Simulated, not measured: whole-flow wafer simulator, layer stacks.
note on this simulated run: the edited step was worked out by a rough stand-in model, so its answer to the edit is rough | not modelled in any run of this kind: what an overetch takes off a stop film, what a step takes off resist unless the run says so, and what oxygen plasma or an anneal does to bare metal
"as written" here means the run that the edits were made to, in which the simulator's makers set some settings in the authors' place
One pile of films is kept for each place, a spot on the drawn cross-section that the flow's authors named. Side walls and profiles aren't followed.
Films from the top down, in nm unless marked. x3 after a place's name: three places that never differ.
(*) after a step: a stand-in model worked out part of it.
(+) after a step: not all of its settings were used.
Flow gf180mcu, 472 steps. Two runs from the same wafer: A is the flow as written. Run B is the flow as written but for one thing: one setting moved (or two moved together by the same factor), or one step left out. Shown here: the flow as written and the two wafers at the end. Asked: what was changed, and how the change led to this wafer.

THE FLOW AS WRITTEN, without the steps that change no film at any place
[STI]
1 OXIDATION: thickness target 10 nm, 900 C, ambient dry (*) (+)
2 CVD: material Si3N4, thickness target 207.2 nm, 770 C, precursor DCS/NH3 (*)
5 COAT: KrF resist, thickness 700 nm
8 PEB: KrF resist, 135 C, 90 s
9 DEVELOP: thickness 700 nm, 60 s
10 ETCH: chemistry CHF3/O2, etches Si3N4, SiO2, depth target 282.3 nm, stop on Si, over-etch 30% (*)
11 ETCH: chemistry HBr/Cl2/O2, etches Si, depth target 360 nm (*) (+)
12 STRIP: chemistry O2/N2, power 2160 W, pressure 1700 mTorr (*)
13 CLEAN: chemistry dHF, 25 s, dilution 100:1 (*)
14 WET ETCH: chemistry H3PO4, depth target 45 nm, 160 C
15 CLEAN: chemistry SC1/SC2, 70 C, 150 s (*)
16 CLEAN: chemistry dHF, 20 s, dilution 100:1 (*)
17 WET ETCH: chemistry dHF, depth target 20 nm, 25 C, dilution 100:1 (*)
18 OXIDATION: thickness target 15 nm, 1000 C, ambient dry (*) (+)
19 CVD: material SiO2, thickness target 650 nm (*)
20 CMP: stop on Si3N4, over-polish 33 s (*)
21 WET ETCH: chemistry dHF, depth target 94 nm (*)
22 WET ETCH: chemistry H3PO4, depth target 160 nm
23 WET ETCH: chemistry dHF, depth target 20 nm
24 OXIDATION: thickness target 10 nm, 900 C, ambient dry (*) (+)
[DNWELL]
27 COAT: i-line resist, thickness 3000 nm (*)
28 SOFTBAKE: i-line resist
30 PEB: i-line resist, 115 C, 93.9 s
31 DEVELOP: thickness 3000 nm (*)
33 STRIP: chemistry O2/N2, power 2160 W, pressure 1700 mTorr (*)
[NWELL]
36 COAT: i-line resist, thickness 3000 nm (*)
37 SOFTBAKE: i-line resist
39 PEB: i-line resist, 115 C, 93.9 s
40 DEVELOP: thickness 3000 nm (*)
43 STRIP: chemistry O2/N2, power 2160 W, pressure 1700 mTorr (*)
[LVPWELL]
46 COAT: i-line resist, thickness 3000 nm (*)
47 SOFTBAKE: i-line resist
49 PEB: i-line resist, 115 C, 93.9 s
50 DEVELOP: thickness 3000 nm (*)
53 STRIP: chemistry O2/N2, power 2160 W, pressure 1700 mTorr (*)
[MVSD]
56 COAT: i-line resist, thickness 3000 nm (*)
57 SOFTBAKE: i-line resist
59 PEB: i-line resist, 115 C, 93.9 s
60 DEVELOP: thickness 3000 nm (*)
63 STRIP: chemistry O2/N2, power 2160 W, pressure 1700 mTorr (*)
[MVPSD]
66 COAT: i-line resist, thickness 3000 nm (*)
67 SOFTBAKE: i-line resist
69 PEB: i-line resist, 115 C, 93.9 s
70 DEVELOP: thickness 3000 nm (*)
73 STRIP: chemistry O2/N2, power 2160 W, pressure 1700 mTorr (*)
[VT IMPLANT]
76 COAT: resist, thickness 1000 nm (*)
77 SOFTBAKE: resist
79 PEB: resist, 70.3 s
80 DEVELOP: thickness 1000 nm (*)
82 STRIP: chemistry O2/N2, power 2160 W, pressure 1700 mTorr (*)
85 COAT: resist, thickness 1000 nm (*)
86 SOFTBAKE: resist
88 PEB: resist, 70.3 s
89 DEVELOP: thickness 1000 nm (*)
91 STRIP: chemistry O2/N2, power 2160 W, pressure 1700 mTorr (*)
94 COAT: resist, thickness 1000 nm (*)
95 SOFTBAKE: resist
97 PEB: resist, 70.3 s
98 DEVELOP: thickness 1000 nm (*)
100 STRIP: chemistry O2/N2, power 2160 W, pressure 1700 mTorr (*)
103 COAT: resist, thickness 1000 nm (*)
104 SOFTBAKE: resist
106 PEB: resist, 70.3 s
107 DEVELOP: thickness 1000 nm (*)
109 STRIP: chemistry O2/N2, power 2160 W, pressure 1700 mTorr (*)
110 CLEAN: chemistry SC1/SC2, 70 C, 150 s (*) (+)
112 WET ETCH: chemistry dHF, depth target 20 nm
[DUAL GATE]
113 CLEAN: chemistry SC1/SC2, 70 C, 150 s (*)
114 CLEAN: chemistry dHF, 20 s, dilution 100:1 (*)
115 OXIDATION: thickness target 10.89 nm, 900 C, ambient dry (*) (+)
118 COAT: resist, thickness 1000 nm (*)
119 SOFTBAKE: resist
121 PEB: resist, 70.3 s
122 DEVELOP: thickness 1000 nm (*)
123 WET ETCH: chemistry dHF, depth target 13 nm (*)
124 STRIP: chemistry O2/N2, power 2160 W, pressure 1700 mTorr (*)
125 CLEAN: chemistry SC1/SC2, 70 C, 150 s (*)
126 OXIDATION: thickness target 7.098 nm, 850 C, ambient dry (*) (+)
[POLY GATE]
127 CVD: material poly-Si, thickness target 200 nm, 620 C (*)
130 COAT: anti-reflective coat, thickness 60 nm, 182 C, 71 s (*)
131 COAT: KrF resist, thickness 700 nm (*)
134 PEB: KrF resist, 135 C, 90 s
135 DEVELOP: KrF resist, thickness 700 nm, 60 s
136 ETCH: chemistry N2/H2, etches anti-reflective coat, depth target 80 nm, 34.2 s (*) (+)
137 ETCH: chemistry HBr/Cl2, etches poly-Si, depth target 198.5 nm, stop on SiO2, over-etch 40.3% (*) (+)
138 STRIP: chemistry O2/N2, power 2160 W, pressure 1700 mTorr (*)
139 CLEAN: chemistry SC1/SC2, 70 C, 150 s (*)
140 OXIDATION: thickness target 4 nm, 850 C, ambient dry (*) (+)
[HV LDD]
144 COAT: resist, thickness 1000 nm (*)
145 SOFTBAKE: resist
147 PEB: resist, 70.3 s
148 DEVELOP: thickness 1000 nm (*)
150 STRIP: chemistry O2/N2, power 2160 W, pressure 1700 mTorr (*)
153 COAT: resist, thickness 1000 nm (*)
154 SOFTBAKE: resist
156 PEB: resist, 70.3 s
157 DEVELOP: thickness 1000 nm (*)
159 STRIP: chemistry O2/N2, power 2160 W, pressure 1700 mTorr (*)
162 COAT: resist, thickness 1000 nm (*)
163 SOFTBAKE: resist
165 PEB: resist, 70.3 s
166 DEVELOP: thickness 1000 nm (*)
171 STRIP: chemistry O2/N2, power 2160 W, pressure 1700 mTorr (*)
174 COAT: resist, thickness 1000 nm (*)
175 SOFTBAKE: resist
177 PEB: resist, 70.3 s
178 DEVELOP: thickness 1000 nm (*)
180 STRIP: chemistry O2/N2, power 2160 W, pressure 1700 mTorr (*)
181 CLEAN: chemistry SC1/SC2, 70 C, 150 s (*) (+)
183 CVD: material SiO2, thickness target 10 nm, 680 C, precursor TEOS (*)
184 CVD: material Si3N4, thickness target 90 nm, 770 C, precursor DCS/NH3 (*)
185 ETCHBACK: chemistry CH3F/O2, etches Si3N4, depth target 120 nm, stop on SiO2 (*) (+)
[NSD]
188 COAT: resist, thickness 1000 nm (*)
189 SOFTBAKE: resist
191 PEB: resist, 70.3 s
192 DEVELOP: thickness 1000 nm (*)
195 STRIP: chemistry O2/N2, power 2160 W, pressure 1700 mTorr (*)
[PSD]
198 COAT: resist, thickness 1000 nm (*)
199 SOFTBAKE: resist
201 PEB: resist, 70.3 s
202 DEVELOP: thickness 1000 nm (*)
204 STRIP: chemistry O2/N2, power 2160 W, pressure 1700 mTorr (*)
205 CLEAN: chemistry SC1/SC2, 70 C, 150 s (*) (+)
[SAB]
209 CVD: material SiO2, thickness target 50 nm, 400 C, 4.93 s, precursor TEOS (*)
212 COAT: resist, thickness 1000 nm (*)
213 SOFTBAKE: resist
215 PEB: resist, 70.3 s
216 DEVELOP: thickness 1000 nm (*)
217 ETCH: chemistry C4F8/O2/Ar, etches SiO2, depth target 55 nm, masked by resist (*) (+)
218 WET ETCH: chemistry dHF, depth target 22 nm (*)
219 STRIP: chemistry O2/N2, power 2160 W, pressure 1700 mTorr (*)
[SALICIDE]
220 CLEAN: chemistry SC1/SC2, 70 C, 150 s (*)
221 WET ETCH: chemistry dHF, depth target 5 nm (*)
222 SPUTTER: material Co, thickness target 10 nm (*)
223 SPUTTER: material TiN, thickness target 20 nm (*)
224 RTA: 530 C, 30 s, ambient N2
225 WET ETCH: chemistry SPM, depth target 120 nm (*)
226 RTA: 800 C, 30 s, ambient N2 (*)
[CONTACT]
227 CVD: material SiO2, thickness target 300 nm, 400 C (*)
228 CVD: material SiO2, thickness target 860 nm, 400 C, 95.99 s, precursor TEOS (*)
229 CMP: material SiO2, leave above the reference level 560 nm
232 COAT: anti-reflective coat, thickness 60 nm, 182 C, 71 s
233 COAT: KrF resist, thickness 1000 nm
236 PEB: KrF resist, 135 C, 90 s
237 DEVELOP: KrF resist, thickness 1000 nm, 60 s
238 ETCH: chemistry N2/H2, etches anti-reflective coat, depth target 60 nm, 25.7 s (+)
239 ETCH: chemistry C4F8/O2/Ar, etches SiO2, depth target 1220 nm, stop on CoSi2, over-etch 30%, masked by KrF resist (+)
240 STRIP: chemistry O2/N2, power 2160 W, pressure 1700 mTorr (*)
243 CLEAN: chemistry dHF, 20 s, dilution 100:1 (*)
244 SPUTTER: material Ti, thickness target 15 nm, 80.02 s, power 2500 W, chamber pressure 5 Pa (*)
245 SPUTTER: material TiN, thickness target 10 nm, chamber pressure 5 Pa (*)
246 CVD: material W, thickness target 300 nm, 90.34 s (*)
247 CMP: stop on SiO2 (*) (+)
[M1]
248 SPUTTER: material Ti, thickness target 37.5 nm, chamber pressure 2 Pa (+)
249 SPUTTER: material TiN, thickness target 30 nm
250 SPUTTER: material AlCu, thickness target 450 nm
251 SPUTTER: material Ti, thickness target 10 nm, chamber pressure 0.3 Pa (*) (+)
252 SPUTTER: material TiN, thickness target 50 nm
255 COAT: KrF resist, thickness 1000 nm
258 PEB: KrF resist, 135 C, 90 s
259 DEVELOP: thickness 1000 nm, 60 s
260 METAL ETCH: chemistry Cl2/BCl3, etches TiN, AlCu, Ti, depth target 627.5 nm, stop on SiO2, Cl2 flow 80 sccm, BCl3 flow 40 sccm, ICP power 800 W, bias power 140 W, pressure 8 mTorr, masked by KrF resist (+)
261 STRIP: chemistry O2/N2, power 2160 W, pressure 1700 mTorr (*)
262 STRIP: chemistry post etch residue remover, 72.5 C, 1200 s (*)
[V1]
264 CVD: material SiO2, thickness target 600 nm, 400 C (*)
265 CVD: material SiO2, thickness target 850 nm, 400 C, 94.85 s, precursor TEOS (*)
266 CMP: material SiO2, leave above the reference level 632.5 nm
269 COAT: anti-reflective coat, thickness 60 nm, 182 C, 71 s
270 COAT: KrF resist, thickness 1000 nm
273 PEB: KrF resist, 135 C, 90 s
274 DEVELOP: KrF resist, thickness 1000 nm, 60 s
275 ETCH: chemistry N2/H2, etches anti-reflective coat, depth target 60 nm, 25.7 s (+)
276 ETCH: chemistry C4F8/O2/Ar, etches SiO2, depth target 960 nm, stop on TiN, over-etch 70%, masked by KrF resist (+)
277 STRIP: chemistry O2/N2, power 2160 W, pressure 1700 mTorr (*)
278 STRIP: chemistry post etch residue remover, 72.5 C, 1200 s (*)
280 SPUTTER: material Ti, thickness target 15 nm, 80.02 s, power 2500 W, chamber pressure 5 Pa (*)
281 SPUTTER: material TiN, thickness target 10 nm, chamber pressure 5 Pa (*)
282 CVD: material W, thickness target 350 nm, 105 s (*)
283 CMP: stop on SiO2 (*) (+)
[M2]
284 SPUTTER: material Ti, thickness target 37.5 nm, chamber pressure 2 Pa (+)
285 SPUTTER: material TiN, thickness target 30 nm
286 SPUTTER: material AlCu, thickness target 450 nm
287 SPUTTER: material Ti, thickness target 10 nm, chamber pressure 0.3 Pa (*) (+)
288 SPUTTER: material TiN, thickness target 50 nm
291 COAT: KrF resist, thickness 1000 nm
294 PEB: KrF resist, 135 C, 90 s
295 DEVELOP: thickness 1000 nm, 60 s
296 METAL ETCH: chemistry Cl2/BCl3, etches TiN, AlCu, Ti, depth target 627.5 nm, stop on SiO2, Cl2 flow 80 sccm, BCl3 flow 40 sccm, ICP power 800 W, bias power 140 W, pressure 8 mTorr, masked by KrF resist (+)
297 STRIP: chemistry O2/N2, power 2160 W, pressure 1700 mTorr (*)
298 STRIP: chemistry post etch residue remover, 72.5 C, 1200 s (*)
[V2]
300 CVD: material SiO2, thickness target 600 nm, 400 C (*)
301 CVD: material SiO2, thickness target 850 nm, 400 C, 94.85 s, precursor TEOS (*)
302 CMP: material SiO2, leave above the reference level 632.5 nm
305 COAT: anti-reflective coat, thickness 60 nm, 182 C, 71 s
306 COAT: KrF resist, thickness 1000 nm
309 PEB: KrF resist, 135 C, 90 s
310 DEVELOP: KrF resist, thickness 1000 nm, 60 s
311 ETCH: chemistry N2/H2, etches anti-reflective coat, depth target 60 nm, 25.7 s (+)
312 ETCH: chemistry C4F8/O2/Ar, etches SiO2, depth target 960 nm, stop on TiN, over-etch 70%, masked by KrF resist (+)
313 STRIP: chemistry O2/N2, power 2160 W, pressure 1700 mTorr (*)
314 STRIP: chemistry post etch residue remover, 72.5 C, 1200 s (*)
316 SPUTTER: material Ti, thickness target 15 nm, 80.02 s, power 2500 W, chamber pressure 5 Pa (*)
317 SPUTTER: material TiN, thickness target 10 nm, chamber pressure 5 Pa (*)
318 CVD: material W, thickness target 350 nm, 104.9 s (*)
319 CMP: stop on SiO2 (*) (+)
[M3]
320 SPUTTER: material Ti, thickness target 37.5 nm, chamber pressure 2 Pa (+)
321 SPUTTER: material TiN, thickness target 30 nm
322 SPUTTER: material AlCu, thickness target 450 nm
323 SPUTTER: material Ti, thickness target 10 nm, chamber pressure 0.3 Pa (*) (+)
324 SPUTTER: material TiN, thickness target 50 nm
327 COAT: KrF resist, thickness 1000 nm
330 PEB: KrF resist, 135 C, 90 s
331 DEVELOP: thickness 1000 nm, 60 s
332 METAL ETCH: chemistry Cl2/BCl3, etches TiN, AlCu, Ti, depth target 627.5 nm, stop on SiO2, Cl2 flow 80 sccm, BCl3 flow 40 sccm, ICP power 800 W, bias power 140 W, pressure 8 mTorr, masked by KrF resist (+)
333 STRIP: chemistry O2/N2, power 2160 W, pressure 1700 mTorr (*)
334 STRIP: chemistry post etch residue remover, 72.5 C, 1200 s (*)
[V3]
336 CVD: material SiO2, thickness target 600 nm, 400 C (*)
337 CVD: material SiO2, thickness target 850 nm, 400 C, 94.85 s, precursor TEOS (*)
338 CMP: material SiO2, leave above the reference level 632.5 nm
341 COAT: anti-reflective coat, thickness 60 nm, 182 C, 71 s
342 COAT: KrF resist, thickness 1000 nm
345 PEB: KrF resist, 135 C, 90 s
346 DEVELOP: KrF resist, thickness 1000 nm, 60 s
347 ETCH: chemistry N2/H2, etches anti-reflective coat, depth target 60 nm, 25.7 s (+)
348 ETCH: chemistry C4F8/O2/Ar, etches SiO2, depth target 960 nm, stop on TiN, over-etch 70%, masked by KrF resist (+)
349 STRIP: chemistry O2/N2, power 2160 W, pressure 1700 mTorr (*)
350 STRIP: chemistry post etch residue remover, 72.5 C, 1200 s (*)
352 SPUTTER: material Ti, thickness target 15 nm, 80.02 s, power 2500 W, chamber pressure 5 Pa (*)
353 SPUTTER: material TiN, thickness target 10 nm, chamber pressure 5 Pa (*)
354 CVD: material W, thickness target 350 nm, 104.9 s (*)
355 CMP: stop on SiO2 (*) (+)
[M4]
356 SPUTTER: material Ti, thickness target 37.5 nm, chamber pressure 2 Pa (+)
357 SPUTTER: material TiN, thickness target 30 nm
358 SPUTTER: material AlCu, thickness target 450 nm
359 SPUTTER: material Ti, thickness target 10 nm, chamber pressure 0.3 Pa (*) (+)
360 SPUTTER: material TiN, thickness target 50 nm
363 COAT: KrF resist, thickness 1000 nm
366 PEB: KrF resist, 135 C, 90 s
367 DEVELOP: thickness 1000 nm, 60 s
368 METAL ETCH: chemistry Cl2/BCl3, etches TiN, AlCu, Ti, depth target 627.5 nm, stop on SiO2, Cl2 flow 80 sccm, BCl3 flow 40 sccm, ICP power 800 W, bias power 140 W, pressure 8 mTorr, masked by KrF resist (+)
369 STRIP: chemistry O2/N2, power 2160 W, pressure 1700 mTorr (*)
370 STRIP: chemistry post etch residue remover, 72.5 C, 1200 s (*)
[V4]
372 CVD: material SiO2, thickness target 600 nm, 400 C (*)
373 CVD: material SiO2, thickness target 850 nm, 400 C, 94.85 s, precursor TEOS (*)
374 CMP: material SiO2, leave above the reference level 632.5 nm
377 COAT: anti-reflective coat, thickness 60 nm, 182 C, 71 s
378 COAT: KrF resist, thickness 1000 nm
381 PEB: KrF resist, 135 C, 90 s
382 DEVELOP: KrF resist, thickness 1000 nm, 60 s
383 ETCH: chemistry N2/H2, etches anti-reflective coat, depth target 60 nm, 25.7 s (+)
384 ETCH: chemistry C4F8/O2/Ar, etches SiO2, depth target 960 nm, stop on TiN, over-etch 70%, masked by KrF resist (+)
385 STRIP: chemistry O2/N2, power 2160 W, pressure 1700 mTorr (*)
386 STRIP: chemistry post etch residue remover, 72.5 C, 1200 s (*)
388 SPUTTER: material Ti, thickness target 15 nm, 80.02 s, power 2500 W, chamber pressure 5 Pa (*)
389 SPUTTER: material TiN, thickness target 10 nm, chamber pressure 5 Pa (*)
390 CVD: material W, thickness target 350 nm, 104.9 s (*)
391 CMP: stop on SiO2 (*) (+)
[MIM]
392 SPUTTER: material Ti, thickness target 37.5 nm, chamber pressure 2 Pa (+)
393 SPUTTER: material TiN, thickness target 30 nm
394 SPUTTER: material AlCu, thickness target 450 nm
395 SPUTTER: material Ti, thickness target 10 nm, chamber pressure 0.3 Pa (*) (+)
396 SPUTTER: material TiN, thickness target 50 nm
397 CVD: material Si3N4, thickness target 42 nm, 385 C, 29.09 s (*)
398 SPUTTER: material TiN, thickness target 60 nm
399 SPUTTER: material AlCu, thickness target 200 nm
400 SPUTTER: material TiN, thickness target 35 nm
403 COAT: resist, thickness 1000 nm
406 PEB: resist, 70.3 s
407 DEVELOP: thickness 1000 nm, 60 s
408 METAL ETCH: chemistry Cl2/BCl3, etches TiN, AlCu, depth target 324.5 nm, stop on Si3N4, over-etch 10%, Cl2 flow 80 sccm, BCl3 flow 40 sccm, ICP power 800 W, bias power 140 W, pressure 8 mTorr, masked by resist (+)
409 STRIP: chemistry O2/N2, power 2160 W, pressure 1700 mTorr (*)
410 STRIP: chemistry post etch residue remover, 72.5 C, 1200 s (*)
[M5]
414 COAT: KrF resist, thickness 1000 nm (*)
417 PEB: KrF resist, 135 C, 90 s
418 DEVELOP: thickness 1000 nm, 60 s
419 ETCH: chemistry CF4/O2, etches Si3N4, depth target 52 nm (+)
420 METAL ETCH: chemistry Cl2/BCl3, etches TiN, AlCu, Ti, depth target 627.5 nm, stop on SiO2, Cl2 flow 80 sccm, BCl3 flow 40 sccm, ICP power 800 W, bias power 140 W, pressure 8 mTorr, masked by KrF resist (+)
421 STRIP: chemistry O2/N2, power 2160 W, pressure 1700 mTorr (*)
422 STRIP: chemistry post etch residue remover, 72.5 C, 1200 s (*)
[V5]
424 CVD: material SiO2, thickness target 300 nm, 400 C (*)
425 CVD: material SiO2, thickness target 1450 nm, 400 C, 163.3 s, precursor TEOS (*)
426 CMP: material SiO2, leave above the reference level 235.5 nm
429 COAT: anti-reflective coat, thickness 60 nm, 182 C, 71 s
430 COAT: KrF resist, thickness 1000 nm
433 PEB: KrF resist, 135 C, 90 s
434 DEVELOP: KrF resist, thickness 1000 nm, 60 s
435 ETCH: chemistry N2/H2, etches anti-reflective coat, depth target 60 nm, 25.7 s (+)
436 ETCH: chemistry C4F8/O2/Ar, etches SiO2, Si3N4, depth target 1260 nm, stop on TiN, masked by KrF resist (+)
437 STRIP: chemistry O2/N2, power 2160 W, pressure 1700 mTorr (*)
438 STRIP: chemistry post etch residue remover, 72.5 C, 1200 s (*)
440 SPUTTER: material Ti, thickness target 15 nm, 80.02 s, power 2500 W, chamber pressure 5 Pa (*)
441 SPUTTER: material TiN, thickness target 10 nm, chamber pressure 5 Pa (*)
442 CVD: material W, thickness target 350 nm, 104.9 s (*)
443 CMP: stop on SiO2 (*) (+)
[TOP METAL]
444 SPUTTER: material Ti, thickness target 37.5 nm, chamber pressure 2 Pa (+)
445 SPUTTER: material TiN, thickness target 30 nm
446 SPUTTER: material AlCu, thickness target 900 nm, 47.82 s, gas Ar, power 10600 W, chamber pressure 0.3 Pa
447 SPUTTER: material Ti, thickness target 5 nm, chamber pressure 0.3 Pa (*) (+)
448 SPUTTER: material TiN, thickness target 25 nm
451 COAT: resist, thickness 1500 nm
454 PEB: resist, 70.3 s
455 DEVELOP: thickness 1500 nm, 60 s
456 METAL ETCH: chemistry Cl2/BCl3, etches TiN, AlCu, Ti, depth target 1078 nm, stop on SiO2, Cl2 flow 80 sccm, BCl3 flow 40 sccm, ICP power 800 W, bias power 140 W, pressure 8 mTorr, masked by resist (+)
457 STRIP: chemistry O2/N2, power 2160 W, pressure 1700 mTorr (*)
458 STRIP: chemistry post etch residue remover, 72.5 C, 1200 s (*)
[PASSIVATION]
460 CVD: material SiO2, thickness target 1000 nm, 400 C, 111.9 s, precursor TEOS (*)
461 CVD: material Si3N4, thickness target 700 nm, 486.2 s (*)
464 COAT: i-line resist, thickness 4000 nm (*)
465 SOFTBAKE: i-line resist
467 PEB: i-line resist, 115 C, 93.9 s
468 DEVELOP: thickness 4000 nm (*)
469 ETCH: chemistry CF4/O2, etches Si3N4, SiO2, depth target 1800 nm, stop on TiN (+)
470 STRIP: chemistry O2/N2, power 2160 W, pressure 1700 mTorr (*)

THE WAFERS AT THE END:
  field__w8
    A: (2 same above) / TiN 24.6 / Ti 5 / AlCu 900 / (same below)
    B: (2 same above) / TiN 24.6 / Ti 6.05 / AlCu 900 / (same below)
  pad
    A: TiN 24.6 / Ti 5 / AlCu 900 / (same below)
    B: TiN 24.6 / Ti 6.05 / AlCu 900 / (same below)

The cause: step 447, SPUTTER: thickness target 6.05 nm was run, where the flow has thickness target 5 nm.
It can be read off the wafer: field__w8 has Ti 6.05, and step 447 as written asks for 5 nm.

How the change led to this, step by step:
  447 SPUTTER: material Ti, thickness target 5 nm, chamber pressure 0.3 Pa (*) (+)
      field, field__w1, field__w2 and 109 more: A Ti +5 (new film) | B Ti +6.05 (new film)
  456 METAL ETCH: chemistry Cl2/BCl3, etches TiN, AlCu, Ti, depth target 1078 nm, stop on SiO2, Cl2 flow 80 sccm, BCl3 flow 40 sccm, ICP power 800 W, bias power 140 W, pressure 8 mTorr, masked by resist (+)
      field, field__w1, field__w2 and 103 more: A TiN -25 (all of it), Ti -5 (all of it), AlCu -900 (all of it), TiN -30 (all of it), Ti -37.5 (all of it) | B TiN -25 (all of it), Ti -6.05 (all of it), AlCu -900 (all of it), TiN -30 (all of it), Ti -37.5 (all of it)
